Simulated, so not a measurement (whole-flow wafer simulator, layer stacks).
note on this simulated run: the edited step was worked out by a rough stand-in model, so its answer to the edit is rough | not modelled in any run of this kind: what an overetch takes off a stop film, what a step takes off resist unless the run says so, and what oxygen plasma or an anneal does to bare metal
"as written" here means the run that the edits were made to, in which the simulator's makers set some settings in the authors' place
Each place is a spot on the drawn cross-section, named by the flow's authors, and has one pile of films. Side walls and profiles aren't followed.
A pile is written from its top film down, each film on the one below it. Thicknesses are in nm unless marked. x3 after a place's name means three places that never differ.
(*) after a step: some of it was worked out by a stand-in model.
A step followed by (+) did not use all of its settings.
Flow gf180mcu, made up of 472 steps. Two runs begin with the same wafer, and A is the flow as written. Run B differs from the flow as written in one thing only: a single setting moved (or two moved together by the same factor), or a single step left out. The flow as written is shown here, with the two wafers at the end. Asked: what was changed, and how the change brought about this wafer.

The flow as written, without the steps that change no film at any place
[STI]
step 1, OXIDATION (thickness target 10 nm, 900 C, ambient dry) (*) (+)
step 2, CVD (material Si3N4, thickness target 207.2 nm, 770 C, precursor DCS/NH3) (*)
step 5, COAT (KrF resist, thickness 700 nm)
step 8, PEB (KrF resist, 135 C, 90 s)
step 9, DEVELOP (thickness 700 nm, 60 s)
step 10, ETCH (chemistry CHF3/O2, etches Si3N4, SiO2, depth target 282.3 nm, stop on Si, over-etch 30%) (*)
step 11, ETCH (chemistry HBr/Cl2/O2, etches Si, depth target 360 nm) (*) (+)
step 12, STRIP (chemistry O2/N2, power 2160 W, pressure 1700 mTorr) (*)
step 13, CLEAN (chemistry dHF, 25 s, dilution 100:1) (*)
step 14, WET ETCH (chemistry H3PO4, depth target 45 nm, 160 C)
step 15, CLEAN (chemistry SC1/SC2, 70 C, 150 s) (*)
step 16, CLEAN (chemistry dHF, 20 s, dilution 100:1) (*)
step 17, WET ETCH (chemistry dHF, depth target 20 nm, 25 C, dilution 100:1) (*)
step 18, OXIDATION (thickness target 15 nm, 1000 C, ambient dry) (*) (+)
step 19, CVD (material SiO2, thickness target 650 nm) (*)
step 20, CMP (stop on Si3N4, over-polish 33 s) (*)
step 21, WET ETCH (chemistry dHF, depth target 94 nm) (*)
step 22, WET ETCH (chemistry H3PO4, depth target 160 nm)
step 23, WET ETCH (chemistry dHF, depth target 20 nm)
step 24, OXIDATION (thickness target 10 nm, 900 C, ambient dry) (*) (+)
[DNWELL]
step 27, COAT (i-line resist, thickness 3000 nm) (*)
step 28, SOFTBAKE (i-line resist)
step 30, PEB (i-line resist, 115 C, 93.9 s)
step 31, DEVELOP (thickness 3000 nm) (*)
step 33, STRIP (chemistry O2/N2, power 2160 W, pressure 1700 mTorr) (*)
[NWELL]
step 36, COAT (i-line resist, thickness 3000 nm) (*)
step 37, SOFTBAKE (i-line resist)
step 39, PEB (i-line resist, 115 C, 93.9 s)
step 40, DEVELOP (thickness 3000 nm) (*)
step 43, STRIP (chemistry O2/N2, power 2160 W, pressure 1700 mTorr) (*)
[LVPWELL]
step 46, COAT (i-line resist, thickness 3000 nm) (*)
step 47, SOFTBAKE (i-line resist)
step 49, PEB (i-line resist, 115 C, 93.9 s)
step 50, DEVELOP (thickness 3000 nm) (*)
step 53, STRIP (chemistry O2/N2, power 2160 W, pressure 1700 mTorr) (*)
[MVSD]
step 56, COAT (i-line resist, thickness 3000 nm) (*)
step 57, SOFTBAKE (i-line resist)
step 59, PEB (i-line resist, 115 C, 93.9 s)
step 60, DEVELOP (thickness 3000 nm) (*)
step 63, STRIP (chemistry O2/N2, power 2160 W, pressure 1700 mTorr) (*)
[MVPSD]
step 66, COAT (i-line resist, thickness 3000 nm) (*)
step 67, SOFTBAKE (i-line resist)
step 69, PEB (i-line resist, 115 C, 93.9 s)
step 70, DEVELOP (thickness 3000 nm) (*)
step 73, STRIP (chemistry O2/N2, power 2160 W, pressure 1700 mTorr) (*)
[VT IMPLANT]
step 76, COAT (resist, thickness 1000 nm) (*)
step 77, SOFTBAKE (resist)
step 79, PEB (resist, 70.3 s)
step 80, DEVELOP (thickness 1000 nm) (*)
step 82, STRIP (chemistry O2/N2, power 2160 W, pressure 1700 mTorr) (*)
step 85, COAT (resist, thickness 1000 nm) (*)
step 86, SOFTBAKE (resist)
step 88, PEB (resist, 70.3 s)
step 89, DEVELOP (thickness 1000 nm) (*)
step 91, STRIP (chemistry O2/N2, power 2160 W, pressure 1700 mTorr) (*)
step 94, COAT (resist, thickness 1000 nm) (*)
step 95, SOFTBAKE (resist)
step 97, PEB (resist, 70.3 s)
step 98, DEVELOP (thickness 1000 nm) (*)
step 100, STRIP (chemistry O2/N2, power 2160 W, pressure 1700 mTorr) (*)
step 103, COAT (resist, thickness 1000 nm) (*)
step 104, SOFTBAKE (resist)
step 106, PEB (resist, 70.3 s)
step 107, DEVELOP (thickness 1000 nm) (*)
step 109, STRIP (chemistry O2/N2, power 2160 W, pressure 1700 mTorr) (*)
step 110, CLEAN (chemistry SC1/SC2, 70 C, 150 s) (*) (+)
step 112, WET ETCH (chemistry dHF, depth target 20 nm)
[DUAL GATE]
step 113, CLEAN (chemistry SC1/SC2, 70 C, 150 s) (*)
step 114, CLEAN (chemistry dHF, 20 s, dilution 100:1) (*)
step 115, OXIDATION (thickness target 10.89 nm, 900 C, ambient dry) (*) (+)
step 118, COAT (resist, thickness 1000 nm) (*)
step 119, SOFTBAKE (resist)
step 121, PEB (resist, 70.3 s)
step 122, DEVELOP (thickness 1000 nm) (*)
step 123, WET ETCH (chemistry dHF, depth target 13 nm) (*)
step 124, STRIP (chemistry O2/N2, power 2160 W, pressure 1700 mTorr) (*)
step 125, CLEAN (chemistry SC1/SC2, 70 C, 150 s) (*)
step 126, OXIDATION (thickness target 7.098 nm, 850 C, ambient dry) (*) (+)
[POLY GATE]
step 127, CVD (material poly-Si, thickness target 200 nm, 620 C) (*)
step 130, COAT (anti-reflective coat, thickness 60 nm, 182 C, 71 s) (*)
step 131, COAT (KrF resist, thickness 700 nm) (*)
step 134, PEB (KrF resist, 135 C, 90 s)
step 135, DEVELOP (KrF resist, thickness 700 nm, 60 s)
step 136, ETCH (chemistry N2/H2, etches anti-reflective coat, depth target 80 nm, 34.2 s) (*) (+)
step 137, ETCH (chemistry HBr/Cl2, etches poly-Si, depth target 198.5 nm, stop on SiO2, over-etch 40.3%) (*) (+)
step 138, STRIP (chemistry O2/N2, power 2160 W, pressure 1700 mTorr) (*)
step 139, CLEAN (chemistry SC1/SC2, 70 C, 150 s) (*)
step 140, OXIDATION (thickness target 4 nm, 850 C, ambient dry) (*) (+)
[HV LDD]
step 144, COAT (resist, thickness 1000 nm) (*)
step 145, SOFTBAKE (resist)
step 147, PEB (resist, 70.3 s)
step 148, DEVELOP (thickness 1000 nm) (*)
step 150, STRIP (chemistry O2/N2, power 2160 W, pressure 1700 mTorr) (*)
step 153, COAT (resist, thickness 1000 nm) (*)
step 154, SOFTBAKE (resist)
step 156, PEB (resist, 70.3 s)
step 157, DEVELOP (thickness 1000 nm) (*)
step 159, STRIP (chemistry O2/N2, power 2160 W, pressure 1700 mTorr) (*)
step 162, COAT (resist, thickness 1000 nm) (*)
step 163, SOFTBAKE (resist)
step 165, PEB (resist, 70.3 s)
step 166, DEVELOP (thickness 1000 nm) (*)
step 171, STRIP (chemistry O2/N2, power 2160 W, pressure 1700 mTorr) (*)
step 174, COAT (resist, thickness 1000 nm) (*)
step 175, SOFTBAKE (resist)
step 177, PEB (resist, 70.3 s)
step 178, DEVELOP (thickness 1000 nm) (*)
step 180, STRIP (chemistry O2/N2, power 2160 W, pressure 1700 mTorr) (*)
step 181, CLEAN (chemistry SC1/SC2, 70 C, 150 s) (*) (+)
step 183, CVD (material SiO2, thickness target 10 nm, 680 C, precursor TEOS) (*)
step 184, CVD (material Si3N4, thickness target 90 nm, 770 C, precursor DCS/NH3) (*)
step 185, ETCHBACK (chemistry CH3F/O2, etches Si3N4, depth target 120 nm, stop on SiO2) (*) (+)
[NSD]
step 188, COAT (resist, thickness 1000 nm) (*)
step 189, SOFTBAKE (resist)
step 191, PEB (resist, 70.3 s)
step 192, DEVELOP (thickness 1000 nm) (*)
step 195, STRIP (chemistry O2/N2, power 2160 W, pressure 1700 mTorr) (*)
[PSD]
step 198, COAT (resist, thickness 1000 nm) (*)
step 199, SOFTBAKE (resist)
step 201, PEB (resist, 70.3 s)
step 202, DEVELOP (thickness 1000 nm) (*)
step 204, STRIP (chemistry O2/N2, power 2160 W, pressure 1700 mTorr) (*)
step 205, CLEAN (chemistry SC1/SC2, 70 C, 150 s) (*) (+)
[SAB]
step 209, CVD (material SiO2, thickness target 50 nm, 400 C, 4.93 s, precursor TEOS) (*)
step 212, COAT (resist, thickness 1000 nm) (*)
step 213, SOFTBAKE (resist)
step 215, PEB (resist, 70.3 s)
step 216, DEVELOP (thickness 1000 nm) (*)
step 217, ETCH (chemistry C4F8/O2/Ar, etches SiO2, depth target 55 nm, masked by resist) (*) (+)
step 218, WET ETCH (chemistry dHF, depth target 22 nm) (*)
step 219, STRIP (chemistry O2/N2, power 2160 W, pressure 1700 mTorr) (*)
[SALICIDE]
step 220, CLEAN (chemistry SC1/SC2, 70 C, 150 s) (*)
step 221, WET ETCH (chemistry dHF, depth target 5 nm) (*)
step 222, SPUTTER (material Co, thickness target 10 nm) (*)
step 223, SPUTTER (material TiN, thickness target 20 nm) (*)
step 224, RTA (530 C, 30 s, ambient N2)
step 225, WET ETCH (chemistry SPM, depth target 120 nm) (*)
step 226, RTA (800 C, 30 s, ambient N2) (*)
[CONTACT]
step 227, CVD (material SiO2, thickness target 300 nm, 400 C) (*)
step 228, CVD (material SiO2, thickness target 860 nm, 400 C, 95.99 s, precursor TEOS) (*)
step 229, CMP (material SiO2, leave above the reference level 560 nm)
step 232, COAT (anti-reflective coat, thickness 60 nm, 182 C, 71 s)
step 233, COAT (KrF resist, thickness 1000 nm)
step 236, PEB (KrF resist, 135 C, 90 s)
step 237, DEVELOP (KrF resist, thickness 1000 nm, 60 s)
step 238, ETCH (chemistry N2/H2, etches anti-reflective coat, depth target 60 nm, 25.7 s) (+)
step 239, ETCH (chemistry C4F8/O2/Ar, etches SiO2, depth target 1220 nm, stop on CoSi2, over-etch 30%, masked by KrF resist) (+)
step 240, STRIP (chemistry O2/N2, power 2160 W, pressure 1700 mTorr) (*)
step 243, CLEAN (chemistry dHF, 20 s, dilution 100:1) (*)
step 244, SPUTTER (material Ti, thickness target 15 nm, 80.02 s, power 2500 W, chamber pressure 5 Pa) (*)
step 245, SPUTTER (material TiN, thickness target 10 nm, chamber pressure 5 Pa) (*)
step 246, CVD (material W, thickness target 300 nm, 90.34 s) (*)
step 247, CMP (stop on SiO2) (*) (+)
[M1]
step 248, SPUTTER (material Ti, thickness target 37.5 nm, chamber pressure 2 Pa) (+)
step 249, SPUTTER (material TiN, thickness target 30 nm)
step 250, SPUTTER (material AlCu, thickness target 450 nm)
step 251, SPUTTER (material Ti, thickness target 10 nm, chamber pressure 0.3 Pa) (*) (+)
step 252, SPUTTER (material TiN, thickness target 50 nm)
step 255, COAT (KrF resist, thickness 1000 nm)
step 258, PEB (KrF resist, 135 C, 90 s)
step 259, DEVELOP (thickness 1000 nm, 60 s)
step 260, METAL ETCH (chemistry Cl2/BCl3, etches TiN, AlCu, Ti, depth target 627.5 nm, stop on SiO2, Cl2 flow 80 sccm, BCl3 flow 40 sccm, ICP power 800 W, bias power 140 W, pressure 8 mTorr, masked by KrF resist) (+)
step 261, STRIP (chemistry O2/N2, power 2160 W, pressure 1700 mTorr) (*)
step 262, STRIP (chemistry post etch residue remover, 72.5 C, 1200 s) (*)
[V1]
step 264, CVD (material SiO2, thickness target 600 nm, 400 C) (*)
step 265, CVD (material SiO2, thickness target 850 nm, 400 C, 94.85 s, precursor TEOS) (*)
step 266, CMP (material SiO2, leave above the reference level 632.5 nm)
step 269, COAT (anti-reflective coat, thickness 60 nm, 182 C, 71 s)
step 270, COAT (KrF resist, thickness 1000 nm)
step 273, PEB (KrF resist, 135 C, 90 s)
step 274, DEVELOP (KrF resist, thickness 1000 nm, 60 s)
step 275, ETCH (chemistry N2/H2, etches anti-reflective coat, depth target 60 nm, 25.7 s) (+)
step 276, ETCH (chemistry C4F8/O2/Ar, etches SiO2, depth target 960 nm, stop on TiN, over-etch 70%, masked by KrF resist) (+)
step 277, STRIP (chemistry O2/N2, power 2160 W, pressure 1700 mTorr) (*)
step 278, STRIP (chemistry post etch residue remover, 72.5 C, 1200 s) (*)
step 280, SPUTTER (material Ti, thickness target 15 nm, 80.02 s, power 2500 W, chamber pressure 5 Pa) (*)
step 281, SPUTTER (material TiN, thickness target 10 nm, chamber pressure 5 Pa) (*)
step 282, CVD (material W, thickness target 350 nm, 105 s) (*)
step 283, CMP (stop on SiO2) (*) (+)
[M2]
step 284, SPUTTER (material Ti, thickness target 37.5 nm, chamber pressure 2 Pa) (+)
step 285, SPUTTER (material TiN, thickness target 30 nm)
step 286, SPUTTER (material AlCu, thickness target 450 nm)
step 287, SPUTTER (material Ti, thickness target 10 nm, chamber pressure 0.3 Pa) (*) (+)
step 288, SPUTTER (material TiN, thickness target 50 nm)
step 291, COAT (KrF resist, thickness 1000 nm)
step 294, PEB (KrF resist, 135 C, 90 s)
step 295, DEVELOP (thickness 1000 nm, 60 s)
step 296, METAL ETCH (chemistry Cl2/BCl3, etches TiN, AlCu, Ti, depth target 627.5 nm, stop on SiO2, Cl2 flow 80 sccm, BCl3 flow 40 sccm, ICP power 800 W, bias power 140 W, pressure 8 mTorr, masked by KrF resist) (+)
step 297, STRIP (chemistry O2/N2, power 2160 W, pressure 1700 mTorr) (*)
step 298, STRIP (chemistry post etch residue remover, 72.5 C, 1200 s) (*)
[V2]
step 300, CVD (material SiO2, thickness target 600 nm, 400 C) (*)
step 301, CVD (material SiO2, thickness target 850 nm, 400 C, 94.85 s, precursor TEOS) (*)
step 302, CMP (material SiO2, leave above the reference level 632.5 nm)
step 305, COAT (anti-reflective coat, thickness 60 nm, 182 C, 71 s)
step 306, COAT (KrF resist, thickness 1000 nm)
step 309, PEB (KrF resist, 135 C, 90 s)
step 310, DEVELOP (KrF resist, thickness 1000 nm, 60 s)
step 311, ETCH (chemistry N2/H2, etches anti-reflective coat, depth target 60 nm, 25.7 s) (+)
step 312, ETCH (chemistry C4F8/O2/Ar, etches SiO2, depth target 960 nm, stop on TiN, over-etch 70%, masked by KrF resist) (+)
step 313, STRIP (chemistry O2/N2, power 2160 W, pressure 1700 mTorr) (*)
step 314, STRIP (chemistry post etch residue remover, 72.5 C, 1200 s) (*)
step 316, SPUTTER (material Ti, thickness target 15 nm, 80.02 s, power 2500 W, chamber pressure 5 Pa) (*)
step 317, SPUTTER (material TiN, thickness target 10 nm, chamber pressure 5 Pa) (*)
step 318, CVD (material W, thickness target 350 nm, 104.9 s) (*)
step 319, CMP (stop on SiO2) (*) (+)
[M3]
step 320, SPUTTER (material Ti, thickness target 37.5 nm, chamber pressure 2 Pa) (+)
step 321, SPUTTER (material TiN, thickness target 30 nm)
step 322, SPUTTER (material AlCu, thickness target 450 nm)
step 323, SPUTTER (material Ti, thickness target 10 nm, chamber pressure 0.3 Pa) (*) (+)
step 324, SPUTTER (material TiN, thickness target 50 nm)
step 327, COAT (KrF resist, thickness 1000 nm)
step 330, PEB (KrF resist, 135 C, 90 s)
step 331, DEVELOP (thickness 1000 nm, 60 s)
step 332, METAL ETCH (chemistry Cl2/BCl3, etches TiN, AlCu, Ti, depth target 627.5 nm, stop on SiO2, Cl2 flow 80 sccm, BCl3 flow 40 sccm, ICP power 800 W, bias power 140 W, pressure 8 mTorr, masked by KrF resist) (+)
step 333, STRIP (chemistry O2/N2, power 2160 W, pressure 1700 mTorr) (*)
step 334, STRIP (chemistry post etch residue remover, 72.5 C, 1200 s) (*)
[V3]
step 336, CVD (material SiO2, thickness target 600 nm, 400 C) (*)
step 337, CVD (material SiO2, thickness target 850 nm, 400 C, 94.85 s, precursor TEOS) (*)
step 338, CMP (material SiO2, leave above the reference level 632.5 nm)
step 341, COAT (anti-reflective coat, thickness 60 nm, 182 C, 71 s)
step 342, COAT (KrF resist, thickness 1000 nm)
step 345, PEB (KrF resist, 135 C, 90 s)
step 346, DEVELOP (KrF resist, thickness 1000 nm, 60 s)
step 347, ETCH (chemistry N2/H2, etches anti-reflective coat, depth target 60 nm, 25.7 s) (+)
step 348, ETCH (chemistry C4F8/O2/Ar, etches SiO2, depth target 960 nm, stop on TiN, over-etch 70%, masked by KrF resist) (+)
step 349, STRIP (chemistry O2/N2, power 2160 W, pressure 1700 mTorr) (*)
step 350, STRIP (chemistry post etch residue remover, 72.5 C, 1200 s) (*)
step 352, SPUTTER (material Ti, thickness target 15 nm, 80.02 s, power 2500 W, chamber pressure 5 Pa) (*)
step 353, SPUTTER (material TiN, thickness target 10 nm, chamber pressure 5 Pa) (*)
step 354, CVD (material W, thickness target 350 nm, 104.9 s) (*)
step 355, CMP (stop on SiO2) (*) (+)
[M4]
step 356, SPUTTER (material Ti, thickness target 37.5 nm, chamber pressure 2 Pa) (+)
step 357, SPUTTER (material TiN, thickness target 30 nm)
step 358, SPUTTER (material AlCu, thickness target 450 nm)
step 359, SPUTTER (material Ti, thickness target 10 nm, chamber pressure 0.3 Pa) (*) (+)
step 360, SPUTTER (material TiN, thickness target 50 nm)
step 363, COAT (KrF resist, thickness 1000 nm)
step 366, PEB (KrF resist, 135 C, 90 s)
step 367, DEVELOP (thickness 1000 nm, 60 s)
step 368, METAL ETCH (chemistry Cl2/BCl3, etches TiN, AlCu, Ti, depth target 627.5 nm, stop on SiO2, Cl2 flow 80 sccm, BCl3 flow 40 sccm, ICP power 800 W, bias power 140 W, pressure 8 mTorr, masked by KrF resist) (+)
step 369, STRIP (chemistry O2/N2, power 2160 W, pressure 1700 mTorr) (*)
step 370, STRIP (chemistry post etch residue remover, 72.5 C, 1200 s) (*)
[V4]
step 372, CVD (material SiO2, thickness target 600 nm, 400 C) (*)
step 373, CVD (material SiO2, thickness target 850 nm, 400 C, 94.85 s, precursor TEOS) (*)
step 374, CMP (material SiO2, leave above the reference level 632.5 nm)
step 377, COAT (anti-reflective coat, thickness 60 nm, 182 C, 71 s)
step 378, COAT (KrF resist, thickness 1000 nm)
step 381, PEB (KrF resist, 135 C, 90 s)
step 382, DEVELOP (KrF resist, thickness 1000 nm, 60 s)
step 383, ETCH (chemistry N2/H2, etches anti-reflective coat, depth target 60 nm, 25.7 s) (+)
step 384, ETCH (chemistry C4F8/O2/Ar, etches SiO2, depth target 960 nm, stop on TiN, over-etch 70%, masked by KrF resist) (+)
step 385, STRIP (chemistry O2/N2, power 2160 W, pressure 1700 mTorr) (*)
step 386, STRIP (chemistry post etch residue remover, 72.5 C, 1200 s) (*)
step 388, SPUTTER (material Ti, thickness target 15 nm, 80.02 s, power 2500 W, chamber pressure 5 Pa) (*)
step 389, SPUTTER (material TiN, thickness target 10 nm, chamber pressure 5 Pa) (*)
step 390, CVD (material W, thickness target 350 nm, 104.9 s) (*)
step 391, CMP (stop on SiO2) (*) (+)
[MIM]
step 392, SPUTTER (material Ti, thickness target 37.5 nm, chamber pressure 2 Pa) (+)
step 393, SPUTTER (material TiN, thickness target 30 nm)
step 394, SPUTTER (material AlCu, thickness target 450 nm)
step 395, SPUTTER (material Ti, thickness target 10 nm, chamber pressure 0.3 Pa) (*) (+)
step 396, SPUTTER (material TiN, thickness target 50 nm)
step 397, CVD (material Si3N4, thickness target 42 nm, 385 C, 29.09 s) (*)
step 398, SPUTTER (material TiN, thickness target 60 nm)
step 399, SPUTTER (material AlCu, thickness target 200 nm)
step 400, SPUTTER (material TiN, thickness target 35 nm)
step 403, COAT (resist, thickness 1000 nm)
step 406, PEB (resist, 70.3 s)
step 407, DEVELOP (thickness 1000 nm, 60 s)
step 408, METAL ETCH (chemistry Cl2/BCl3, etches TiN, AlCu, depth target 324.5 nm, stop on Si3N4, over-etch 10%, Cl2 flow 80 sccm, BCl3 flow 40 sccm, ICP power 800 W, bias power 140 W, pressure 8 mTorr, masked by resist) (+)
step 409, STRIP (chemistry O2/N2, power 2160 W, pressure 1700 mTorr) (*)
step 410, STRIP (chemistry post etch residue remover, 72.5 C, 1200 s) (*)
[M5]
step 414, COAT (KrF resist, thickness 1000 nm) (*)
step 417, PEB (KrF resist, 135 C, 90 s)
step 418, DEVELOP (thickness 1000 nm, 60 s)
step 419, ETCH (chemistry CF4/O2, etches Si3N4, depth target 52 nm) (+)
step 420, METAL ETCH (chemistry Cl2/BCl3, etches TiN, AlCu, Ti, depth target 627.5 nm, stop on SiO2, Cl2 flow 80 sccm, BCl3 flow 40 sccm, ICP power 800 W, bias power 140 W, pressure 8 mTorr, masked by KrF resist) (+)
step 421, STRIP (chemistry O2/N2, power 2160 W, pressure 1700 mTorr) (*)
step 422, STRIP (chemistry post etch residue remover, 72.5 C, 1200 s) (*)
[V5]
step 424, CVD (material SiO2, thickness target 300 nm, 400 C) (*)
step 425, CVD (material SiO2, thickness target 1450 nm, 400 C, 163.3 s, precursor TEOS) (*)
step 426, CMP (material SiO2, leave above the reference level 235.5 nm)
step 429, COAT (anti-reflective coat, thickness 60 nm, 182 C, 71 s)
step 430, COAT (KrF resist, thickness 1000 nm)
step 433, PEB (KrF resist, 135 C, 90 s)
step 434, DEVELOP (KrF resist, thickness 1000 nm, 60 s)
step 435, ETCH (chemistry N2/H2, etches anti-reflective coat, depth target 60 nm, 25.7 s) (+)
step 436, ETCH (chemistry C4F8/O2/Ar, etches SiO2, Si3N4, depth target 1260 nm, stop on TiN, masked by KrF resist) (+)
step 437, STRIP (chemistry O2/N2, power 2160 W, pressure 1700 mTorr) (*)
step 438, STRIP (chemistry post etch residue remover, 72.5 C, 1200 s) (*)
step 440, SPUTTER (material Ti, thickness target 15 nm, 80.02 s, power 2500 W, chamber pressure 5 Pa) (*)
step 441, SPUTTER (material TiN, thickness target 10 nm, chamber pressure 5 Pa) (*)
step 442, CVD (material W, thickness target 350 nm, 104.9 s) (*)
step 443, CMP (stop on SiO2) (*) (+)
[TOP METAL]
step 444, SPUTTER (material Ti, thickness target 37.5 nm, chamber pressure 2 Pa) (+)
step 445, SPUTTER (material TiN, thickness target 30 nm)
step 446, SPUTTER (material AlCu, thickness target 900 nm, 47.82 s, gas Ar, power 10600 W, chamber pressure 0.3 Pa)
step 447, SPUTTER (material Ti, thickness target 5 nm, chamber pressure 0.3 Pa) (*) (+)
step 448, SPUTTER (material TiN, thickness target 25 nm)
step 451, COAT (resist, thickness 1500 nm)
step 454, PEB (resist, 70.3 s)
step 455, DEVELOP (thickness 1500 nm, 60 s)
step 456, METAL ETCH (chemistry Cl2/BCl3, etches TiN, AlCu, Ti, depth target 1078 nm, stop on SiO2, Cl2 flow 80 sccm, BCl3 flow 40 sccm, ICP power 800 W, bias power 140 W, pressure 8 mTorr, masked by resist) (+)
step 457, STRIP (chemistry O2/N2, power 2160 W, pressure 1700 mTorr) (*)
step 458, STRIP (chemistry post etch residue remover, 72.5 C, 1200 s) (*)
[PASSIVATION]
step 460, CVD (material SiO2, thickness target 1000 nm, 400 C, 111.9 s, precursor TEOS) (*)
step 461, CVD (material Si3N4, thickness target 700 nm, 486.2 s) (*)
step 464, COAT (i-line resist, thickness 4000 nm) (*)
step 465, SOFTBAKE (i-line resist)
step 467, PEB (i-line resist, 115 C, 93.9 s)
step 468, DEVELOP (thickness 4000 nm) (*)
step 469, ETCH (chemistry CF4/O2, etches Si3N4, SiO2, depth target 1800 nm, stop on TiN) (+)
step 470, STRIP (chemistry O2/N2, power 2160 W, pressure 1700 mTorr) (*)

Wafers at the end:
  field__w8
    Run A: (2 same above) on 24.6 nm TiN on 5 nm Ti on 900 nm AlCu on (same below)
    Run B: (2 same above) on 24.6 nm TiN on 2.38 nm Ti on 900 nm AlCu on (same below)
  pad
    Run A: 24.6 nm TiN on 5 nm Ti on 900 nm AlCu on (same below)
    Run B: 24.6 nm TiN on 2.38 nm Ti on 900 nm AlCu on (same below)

The reason: step 447, SPUTTER: thickness target 2.38 nm was run, whereas the flow has thickness target 5 nm.
The wafer lets one read it off: field__w8 has Ti 2.38, and step 447 as written asks for 5 nm.

Step by step, how the change led to this:
  step 447, SPUTTER (material Ti, thickness target 5 nm, chamber pressure 0.3 Pa) (*) (+)
      field, field__w1, field__w2 and 109 more: A +5 Ti (new film) | B +2.38 Ti (new film)
  step 456, METAL ETCH (chemistry Cl2/BCl3, etches TiN, AlCu, Ti, depth target 1078 nm, stop on SiO2, Cl2 flow 80 sccm, BCl3 flow 40 sccm, ICP power 800 W, bias power 140 W, pressure 8 mTorr, masked by resist) (+)
      field, field__w1, field__w2 and 103 more: A -25 TiN (all of it), -5 Ti (all of it), -900 AlCu (all of it), -30 TiN (all of it), -37.5 Ti (all of it) | B -25 TiN (all of it), -2.38 Ti (all of it), -900 AlCu (all of it), -30 TiN (all of it), -37.5 Ti (all of it)
